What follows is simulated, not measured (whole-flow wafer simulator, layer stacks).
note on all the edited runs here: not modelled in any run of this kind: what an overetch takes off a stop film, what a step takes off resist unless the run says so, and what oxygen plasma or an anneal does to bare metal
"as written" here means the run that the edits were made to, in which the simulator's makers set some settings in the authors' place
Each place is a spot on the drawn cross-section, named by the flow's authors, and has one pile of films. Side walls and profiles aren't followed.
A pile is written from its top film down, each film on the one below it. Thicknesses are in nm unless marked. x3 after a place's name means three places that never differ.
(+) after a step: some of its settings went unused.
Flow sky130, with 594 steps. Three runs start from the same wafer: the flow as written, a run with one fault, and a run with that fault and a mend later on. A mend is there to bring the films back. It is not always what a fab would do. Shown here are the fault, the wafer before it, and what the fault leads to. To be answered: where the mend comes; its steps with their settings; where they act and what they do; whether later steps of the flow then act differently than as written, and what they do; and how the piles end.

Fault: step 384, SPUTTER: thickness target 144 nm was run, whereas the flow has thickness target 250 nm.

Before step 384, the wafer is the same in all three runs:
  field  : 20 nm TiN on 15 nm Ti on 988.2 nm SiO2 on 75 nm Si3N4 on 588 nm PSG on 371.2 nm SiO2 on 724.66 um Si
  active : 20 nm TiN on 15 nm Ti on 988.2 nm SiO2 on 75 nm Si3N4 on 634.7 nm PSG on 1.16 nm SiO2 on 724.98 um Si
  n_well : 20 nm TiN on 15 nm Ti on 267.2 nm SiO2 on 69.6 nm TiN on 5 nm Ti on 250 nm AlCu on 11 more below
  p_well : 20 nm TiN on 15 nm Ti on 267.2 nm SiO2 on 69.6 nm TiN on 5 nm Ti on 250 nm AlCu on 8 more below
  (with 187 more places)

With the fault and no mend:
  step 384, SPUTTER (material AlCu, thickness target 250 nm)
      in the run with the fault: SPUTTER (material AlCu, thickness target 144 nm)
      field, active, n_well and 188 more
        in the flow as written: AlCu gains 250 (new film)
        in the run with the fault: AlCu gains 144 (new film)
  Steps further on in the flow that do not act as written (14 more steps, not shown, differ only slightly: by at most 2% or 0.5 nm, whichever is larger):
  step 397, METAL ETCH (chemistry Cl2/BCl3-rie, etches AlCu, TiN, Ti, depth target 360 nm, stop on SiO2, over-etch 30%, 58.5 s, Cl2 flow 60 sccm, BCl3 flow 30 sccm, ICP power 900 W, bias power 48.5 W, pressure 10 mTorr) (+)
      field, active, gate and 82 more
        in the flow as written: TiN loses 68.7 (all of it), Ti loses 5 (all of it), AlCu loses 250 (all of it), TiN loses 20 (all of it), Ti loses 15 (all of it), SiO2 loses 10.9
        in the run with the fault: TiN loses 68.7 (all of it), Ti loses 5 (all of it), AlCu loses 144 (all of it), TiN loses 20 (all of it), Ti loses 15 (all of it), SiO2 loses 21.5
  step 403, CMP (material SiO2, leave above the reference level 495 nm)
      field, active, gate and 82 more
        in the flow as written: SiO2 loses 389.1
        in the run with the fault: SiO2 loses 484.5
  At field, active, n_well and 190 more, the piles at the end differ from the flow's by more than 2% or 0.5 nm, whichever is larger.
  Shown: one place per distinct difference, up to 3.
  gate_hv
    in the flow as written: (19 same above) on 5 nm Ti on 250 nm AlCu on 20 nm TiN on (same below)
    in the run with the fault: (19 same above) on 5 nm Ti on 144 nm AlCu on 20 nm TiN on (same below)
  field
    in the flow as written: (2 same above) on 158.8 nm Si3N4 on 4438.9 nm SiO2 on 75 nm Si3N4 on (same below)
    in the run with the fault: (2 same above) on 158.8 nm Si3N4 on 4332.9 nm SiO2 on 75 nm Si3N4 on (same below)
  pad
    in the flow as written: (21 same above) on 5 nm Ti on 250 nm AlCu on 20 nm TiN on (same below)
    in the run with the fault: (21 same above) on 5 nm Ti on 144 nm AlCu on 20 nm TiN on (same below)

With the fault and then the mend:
  After step 384 comes the mend.
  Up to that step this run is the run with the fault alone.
  step 384a, SPUTTER (material AlCu, thickness target 106 nm) (the flow's step 384, run once more with other settings)
      field, active, n_well and 188 more
        AlCu gains 106
  Later steps of the flow that are run all act as written at every place that is followed.
  By the end, the piles equal the flow's at every place that both follow.
